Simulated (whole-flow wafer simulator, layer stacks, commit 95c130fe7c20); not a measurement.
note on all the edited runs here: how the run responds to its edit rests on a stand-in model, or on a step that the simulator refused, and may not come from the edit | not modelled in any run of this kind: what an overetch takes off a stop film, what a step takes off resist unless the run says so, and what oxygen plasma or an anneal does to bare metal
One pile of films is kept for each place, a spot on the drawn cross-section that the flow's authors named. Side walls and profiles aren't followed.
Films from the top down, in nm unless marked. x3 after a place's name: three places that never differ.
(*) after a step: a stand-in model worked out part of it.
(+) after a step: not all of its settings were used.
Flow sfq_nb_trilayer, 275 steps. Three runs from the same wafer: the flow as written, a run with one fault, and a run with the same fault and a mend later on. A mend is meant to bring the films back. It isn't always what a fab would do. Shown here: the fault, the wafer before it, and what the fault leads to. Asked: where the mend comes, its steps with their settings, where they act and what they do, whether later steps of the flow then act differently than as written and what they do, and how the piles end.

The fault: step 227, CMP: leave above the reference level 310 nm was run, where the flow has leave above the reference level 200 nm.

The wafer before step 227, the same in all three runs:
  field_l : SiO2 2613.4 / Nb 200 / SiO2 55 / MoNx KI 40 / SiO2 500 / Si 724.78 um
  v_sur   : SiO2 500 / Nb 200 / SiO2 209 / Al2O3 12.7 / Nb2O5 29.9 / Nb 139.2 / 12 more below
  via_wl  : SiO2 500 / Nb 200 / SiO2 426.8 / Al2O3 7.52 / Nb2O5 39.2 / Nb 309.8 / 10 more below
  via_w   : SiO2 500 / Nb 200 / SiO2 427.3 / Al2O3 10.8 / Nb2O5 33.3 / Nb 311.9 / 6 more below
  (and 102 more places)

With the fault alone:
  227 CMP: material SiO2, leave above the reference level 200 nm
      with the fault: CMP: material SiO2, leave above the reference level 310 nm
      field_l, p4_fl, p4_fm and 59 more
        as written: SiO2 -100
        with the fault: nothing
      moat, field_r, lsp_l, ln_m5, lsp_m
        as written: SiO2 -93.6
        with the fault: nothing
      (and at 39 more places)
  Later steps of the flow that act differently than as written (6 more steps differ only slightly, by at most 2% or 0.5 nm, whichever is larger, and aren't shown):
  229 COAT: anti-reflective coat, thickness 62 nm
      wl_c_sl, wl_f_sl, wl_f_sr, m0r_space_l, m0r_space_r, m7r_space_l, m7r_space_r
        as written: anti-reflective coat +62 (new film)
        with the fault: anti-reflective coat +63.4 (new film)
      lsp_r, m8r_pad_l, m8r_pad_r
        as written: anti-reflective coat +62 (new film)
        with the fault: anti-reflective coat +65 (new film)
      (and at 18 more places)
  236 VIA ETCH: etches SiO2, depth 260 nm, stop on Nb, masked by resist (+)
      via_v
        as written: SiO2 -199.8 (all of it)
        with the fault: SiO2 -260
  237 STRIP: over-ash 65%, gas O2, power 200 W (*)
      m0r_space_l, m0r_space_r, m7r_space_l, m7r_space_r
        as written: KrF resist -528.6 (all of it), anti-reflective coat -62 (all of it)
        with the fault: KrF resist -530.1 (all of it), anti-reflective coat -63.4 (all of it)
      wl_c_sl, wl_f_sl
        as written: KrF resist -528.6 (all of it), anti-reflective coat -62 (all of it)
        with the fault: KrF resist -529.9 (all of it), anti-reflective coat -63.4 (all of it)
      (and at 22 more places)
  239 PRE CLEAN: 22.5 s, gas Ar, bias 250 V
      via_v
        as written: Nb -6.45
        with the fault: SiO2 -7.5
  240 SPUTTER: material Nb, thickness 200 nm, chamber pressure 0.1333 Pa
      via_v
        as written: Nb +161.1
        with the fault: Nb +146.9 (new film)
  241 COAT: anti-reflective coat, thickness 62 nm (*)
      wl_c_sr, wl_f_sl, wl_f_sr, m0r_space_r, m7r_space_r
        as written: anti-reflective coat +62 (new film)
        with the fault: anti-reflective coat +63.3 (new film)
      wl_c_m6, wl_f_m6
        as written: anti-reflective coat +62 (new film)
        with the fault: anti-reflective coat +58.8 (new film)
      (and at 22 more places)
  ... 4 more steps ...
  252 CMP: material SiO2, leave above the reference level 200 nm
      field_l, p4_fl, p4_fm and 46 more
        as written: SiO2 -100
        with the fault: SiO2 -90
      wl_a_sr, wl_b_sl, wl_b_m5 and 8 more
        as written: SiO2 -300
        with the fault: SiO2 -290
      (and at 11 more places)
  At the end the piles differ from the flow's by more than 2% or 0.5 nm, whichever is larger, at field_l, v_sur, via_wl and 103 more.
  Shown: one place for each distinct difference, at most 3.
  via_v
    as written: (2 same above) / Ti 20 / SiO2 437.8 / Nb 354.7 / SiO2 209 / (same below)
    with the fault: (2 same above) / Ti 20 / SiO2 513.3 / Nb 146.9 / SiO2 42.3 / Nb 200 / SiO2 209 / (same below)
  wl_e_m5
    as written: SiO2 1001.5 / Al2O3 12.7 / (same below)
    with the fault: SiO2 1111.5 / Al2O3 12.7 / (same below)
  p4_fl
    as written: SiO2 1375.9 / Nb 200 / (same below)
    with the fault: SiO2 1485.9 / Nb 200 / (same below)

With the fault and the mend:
  The mend comes after step 234.
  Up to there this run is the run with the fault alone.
  234a STRIP: over-ash 65%, gas O2, power 200 W (*)
      wire, be, be_sur, gap
        KrF resist -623 (all of it), anti-reflective coat -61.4 (all of it)
      p4_w1, p3_s3, p3_l4, p3_s4
        KrF resist -625.4 (all of it), anti-reflective coat -62.1 (all of it)
      p4_w2, p4_g2, p4_w3, p4_fr
        KrF resist -625.2 (all of it), anti-reflective coat -62 (all of it)
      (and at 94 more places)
  234b CMP: material SiO2, leave above the reference level 200 nm (the flow's step 227 once more)
      field_l, p4_fl, p4_fm and 59 more
        SiO2 -100
      v_sur, via_wl, via_w and 33 more
        SiO2 -110
      moat, field_r, lsp_l, ln_m5, lsp_m
        SiO2 -93.6
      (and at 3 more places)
  234c COAT: anti-reflective coat, thickness 62 nm (the flow's step 229 once more)
      field_l, v_sur, via_wl and 103 more
        anti-reflective coat +62 (new film)
  234d COAT: KrF resist, thickness 650 nm (the flow's step 230 once more)
      field_l, v_sur, via_wl and 103 more
        KrF resist +650 (new film)
  234e SOFTBAKE: KrF resist (the flow's step 231 once more)
      changes no film at any place that is followed
  234f EXPOSE: photomask I6, dose 11.91 mJ/cm2, NA 0.6, wavelength 248 nm (*) (the flow's step 232 once more)
      changes no film at any place that is followed
  234g PEB: KrF resist, 90 s (the flow's step 233 once more)
      field_l, v_sur, via_wl and 103 more
        KrF resist -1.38
  234h DEVELOP: KrF resist, thickness 650 nm, 60 s (the flow's step 234 once more)
      field_l, v_sur, via_wl and 102 more
        KrF resist -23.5
      via_v
        KrF resist -648.6 (all of it)
  No later step of the flow acts differently than as written at any place that is followed.
  At the end the piles are the same as the flow's at every place that both follow.
